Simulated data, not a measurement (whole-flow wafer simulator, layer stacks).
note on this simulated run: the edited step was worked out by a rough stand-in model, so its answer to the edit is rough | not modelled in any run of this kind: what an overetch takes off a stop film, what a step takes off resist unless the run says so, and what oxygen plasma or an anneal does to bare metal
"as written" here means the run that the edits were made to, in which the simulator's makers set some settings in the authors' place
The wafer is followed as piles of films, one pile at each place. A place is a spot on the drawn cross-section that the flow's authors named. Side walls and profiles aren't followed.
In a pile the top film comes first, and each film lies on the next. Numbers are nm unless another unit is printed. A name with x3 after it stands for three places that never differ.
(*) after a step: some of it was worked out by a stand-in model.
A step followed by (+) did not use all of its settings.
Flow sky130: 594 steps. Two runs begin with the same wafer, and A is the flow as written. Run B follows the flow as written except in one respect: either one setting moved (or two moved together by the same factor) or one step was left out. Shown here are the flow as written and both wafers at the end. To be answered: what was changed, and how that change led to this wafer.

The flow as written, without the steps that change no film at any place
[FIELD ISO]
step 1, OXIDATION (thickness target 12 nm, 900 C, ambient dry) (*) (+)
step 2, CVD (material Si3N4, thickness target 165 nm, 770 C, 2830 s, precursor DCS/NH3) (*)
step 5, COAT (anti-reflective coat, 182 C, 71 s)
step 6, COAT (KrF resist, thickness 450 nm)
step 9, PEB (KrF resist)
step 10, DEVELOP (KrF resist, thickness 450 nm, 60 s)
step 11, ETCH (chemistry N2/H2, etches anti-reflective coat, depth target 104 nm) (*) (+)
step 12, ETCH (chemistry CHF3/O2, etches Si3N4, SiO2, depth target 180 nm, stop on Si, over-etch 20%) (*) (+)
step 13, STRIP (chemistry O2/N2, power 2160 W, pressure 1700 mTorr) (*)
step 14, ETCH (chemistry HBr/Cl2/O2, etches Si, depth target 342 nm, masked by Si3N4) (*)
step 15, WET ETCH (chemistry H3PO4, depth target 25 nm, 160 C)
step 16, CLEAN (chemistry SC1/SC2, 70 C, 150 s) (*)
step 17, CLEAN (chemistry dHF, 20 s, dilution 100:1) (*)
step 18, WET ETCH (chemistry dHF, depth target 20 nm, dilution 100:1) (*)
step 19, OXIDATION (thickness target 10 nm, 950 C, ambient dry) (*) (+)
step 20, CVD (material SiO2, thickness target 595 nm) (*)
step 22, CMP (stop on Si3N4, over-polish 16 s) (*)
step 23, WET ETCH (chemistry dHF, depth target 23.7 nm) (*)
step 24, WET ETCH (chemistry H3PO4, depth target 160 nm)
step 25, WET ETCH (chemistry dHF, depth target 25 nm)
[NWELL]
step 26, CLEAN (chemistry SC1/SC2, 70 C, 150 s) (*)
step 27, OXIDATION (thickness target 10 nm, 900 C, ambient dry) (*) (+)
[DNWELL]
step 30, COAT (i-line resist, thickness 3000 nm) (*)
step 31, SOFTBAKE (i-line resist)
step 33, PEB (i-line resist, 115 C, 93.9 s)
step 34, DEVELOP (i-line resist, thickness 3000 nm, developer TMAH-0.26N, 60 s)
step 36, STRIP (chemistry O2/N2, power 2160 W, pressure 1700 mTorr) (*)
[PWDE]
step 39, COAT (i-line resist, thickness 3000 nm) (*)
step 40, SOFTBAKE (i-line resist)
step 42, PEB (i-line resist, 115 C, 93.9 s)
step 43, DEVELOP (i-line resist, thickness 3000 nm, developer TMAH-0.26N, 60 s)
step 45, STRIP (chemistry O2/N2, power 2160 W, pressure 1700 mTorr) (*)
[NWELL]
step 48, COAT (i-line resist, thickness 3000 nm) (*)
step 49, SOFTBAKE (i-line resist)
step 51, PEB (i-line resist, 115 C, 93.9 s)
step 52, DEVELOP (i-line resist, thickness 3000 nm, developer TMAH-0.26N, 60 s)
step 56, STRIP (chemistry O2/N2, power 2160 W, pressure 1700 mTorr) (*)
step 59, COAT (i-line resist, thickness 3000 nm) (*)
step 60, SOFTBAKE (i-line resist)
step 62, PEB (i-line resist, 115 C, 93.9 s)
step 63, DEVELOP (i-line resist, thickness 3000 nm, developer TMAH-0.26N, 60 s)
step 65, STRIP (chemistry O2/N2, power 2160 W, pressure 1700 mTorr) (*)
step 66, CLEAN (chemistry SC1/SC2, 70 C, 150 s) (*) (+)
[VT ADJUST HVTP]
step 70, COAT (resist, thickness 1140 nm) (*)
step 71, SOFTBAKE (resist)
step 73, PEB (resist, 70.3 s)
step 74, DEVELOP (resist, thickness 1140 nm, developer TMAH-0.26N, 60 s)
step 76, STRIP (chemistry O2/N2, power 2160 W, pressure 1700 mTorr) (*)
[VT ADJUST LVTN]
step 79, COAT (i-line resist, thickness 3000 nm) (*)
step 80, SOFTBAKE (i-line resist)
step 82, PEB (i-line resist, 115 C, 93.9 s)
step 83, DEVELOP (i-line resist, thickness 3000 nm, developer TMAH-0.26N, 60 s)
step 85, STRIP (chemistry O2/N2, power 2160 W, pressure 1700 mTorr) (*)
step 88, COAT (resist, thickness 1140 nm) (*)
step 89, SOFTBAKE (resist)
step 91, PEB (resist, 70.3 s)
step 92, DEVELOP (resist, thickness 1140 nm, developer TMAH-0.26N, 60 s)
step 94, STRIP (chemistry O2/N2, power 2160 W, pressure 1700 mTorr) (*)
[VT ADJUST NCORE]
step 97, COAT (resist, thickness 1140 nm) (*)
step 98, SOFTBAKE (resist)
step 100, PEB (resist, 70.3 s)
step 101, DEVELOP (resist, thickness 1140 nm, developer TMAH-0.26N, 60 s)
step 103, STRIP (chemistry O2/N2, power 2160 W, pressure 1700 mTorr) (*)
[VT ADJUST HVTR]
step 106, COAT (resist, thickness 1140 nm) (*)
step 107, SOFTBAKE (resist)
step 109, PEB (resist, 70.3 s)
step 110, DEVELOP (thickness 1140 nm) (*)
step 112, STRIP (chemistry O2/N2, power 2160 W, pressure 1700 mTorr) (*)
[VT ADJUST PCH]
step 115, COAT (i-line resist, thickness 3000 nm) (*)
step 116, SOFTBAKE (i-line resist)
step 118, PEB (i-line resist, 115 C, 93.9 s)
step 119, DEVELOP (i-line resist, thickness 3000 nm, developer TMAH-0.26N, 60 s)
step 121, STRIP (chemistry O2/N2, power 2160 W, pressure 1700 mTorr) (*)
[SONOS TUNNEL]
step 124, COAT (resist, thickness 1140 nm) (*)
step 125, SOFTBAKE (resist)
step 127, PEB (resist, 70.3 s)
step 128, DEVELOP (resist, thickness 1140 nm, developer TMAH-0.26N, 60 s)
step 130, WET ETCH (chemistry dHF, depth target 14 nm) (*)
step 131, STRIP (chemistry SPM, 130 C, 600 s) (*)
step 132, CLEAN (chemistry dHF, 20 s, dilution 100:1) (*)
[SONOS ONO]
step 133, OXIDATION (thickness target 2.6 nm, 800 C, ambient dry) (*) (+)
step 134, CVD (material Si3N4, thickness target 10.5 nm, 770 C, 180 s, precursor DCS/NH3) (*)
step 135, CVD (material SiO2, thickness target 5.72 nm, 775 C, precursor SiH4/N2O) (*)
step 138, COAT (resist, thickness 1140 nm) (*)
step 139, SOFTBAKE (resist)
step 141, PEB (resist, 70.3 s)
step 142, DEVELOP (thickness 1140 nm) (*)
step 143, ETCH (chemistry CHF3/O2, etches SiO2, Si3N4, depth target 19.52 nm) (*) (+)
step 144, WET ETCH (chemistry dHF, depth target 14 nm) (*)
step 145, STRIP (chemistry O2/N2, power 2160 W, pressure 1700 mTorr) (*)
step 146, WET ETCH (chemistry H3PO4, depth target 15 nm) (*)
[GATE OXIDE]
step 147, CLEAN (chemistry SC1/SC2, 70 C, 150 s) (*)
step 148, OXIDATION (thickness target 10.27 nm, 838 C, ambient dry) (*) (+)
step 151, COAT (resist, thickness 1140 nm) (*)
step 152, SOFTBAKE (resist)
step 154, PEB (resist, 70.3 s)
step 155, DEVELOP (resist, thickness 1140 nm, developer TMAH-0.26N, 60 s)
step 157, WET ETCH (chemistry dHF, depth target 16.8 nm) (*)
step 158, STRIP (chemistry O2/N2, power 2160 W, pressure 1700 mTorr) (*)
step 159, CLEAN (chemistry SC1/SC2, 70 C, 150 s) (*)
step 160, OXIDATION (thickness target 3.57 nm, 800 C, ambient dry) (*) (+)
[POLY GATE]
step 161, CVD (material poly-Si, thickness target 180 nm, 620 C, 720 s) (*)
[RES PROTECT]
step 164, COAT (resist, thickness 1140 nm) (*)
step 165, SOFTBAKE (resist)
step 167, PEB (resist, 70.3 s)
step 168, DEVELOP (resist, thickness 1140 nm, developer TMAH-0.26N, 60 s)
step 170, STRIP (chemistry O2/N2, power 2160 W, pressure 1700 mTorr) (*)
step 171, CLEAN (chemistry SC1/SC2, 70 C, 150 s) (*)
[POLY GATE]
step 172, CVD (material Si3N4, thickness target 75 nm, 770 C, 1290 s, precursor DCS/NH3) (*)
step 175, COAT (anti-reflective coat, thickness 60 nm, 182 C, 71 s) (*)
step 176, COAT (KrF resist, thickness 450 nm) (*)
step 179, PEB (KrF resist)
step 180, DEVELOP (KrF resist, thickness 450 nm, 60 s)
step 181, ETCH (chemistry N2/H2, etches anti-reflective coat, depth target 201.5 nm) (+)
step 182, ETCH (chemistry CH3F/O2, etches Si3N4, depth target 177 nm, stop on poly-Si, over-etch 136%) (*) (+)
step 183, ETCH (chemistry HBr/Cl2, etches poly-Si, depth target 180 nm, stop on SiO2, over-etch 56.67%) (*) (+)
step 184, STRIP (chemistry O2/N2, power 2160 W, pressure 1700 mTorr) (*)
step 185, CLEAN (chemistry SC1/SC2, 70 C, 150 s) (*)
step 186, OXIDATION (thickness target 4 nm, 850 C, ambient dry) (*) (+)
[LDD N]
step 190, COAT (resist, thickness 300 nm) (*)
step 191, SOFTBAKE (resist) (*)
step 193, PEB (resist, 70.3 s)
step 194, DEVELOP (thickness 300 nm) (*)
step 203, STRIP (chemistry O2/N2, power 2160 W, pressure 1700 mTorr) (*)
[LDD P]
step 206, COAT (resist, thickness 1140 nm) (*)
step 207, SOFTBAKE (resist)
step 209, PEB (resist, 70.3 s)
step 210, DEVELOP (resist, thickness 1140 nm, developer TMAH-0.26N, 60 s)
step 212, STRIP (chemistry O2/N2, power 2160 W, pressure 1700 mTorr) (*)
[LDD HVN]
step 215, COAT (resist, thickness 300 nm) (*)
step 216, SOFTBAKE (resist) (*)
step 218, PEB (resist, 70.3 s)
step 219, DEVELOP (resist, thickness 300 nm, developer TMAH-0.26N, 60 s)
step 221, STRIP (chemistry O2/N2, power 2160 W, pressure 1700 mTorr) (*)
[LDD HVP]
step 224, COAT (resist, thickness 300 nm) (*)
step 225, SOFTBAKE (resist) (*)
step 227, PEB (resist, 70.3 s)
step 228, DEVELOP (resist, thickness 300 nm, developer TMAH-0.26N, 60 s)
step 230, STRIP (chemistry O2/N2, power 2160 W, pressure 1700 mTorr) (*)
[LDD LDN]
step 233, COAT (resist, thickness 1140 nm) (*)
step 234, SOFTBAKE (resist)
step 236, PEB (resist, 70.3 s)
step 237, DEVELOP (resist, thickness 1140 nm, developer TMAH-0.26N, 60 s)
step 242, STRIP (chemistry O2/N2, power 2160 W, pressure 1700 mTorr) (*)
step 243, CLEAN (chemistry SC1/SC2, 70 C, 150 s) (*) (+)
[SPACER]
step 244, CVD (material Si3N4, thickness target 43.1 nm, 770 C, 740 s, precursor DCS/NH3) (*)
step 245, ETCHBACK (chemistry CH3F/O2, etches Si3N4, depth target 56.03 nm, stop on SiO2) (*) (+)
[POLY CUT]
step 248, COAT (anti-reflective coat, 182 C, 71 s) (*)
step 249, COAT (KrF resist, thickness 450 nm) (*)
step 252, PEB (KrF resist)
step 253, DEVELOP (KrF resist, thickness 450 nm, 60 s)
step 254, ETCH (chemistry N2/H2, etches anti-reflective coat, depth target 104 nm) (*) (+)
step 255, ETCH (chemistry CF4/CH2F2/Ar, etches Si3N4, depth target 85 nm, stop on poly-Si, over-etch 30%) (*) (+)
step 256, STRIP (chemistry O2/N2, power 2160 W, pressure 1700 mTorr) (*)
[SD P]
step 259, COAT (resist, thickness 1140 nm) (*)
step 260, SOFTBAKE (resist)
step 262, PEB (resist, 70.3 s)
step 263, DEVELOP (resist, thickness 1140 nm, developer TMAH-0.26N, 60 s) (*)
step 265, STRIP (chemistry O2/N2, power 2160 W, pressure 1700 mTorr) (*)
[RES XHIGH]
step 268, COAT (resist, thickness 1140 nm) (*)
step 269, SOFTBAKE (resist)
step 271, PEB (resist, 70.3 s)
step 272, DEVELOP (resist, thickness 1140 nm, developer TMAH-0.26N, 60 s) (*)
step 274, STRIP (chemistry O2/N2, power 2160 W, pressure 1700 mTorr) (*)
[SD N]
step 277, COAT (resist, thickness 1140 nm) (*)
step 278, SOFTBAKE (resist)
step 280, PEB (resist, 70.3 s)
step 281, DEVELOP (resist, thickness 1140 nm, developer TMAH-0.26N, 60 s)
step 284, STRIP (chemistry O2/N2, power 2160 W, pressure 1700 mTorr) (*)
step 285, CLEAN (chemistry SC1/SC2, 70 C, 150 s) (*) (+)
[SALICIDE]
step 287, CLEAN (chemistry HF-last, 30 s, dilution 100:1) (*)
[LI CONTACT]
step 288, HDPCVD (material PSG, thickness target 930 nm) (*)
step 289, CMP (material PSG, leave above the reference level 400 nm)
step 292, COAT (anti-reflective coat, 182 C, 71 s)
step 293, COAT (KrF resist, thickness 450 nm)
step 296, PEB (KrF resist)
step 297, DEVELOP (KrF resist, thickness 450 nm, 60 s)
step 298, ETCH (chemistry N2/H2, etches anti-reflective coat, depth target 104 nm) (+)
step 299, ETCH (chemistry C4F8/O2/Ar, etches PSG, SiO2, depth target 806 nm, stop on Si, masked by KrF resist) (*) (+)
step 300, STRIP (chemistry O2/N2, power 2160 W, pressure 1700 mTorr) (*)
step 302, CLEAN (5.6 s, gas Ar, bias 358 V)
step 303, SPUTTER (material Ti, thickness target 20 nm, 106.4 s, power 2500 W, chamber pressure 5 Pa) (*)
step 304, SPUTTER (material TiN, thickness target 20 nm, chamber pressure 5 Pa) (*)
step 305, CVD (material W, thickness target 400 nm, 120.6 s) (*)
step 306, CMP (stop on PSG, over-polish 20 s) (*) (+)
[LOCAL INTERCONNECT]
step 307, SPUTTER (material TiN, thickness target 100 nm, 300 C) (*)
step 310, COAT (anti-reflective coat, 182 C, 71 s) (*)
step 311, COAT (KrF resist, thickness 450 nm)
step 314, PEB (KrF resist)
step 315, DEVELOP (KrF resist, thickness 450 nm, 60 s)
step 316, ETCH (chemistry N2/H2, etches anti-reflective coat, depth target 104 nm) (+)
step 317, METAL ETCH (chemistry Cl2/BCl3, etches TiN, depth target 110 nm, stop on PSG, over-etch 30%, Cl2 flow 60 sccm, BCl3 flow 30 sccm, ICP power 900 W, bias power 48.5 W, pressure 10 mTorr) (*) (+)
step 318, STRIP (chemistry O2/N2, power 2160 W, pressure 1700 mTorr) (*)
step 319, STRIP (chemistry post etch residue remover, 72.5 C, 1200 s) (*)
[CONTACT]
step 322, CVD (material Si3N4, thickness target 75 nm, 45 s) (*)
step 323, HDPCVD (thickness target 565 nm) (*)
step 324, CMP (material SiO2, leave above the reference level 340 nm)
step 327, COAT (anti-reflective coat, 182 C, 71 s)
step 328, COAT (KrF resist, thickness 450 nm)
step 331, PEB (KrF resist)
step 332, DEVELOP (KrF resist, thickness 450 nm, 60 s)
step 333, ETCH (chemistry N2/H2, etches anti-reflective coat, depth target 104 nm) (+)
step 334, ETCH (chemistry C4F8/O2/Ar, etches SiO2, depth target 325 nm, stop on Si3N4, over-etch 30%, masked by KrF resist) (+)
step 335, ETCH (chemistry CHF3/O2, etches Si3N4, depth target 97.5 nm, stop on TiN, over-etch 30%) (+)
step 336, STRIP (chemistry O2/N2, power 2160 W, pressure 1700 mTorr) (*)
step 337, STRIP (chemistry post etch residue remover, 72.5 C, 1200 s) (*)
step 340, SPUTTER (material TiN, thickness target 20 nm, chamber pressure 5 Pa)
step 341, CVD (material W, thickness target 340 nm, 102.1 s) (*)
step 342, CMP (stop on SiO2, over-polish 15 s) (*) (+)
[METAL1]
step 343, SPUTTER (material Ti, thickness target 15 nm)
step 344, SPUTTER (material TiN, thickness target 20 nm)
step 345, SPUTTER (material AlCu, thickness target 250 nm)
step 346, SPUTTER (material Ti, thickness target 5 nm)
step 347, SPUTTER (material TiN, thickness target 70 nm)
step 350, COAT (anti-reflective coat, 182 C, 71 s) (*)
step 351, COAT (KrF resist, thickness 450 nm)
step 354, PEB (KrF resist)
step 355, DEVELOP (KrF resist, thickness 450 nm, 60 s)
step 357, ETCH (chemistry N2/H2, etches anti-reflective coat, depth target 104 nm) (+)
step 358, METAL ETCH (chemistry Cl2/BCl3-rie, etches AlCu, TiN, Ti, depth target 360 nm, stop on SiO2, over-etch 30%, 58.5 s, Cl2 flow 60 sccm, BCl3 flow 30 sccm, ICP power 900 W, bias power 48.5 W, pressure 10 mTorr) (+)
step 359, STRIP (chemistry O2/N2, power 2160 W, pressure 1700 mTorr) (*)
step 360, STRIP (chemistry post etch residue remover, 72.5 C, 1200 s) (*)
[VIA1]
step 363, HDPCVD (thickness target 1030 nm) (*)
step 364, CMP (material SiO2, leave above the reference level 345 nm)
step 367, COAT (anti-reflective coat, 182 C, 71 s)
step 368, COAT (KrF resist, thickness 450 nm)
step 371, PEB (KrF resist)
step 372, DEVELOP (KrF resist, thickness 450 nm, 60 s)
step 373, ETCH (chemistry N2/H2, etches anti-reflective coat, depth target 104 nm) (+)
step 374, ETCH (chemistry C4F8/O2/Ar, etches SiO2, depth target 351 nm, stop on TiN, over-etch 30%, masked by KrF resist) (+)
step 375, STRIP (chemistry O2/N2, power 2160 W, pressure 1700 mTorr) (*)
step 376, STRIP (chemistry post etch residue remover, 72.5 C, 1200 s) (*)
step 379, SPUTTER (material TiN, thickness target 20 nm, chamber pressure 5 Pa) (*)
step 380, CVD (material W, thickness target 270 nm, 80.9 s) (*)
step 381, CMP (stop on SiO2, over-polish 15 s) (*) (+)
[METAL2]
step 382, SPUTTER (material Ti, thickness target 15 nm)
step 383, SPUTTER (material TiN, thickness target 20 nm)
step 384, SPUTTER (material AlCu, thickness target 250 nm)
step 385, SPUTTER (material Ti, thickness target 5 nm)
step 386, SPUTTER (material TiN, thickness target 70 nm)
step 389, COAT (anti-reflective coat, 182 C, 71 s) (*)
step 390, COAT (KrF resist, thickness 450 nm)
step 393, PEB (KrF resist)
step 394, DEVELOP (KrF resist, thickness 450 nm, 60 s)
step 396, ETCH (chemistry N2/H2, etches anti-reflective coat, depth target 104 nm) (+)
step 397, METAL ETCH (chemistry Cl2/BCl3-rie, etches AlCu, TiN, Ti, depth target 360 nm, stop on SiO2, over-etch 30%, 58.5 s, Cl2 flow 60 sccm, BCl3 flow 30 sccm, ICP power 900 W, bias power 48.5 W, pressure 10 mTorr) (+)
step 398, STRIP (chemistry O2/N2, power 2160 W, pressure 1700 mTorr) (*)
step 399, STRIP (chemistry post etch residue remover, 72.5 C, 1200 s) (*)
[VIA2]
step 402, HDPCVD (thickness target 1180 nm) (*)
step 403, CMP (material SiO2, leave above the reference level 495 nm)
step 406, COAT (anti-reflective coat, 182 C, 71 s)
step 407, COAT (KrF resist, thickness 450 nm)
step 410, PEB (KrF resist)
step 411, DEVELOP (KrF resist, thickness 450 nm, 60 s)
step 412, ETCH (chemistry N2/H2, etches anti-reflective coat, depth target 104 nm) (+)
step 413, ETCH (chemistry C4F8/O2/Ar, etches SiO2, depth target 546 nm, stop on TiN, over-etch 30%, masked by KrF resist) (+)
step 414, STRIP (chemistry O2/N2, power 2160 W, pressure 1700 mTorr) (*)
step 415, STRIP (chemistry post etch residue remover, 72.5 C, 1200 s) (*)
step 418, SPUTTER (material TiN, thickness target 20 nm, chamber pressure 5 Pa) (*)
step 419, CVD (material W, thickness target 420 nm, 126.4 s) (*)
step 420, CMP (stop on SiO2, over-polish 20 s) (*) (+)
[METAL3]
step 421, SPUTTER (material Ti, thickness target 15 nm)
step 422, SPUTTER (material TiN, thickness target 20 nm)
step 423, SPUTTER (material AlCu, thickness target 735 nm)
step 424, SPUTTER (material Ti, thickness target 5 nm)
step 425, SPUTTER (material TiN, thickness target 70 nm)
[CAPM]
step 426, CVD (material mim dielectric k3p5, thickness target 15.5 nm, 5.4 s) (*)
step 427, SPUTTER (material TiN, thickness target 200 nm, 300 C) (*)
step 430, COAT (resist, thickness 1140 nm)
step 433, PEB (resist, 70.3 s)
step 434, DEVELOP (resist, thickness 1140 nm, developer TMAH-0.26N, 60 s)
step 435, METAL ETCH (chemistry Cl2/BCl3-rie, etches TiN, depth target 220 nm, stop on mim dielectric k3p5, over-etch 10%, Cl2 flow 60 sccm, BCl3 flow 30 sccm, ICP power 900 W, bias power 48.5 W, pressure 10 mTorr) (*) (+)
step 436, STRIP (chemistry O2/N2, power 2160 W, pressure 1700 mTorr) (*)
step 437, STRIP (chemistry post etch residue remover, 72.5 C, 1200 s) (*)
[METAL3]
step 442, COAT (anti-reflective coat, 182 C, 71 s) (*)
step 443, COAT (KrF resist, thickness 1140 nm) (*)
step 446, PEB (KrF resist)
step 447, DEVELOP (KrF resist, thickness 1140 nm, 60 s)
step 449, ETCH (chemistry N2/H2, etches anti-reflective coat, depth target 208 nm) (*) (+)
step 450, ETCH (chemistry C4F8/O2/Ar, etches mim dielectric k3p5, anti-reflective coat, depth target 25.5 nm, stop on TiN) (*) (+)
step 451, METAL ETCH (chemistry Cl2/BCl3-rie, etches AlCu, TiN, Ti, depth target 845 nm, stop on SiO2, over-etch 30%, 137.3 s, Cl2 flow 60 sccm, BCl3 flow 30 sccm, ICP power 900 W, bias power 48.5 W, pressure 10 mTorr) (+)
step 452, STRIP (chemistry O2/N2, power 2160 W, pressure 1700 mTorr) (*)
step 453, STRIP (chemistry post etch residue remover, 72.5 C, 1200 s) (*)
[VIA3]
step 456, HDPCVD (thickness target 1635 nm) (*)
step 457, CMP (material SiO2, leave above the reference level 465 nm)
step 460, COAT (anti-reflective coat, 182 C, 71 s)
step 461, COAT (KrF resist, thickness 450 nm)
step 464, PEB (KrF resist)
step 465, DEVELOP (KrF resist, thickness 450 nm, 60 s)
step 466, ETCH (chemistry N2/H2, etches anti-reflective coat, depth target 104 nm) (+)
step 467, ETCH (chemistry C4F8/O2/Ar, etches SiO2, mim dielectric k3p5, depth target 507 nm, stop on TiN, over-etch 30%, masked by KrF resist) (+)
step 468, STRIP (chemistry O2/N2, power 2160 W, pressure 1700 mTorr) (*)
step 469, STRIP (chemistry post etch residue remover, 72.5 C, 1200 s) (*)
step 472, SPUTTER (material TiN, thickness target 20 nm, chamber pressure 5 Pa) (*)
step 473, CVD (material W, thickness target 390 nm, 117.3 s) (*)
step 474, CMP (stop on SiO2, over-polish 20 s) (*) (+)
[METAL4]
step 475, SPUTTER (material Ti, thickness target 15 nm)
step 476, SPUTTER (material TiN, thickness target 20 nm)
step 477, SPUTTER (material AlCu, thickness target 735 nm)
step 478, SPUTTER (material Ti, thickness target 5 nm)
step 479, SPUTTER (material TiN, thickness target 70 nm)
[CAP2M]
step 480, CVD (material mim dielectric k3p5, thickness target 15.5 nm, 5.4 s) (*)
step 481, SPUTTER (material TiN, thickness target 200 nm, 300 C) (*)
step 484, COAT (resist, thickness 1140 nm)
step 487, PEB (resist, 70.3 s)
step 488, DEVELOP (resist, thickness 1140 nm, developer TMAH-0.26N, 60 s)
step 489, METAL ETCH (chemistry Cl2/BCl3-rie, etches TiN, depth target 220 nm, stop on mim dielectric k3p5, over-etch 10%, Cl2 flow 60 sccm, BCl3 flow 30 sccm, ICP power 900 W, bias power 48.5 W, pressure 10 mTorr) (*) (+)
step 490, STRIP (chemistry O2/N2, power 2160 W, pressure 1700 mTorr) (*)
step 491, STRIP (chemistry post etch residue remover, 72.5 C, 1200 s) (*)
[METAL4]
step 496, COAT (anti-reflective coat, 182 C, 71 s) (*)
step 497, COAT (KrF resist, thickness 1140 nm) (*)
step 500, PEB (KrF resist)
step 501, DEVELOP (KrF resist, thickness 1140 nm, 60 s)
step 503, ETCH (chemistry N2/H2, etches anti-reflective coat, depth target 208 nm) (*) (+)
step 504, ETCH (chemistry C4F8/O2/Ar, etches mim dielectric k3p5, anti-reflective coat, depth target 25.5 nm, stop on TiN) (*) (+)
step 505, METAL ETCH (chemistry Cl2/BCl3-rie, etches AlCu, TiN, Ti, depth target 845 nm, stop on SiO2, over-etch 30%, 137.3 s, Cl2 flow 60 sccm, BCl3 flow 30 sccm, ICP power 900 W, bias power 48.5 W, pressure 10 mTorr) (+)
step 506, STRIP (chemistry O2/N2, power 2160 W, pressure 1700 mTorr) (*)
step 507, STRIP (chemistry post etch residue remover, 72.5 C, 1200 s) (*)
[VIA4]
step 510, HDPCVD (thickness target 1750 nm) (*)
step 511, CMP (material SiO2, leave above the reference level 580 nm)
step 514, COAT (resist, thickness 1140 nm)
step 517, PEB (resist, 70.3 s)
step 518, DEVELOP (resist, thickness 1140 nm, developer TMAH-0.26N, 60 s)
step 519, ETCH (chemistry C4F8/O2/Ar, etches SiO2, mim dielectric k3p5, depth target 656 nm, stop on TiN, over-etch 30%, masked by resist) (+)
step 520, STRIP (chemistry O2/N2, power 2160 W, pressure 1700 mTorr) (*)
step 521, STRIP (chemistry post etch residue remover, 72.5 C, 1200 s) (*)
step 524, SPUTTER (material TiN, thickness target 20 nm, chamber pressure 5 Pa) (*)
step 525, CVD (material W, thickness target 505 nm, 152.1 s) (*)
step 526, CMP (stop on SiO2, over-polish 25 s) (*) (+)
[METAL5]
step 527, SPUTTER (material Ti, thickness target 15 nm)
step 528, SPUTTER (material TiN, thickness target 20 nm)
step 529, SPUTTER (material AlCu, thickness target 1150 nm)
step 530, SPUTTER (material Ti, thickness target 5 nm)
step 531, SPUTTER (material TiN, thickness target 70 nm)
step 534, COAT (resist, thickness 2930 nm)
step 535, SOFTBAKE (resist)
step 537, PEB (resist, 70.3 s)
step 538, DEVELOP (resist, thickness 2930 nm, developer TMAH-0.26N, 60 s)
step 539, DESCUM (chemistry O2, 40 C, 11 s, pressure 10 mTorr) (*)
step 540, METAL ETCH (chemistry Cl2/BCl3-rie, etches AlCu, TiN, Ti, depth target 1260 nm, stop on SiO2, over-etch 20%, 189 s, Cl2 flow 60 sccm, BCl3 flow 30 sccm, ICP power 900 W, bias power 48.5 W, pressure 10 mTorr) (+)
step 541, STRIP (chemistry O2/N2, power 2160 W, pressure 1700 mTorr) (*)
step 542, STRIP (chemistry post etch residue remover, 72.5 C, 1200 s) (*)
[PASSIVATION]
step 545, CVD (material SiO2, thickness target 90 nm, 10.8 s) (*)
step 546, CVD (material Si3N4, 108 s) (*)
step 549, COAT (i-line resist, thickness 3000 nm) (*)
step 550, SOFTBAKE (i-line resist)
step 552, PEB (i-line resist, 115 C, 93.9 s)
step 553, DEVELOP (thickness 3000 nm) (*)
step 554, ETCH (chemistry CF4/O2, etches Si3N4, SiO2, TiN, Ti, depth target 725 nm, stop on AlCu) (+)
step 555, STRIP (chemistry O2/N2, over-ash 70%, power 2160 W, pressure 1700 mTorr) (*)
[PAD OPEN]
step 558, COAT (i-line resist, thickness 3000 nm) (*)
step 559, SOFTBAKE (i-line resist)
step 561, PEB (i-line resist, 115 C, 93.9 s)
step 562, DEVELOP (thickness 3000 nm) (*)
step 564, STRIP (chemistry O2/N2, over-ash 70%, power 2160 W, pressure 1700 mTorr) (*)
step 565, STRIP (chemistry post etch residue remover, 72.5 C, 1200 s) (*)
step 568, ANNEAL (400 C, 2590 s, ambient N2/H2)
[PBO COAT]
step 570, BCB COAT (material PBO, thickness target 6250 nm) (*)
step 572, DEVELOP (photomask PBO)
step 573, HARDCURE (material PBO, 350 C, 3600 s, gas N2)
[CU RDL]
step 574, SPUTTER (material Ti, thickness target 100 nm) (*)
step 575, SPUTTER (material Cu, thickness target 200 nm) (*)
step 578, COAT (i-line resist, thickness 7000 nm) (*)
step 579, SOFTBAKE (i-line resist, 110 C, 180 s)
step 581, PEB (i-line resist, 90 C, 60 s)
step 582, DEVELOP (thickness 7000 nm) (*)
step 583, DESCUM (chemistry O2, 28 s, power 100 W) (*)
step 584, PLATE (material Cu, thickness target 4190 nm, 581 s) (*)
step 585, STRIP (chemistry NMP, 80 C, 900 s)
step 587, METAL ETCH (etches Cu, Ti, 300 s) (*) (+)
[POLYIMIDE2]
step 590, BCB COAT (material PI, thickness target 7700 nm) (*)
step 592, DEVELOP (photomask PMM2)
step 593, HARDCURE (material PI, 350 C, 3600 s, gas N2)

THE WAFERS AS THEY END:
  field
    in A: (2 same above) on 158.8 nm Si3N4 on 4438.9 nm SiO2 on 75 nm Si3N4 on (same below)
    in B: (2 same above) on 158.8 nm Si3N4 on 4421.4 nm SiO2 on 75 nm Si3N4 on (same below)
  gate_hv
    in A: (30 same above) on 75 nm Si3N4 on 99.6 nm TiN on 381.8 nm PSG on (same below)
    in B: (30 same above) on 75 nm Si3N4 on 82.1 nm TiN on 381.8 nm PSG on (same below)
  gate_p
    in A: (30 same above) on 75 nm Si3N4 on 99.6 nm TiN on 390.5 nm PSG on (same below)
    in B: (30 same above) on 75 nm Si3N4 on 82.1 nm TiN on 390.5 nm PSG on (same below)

The reason: step 307, SPUTTER: thickness target 82.5 nm was run, while the flow as written has thickness target 100 nm.

The path from the change to this, step by step:
  step 307, SPUTTER (material TiN, thickness target 100 nm, 300 C) (*)
      field, active, n_well and 188 more: A TiN gains 100 (new film) | B TiN gains 82.5 (new film)
  step 317, METAL ETCH (chemistry Cl2/BCl3, etches TiN, depth target 110 nm, stop on PSG, over-etch 30%, Cl2 flow 60 sccm, BCl3 flow 30 sccm, ICP power 900 W, bias power 48.5 W, pressure 10 mTorr) (*) (+)
      n_well, p_well, gate_hv and 97 more: A KrF resist loses 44 | B KrF resist loses 42.2
      field, active, gate and 88 more: A TiN loses 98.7 (all of it) | B TiN loses 81.2 (all of it)
  step 324, CMP (material SiO2, leave above the reference level 340 nm)
      field, active, gate and 88 more: A SiO2 loses 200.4 | B SiO2 loses 217.9
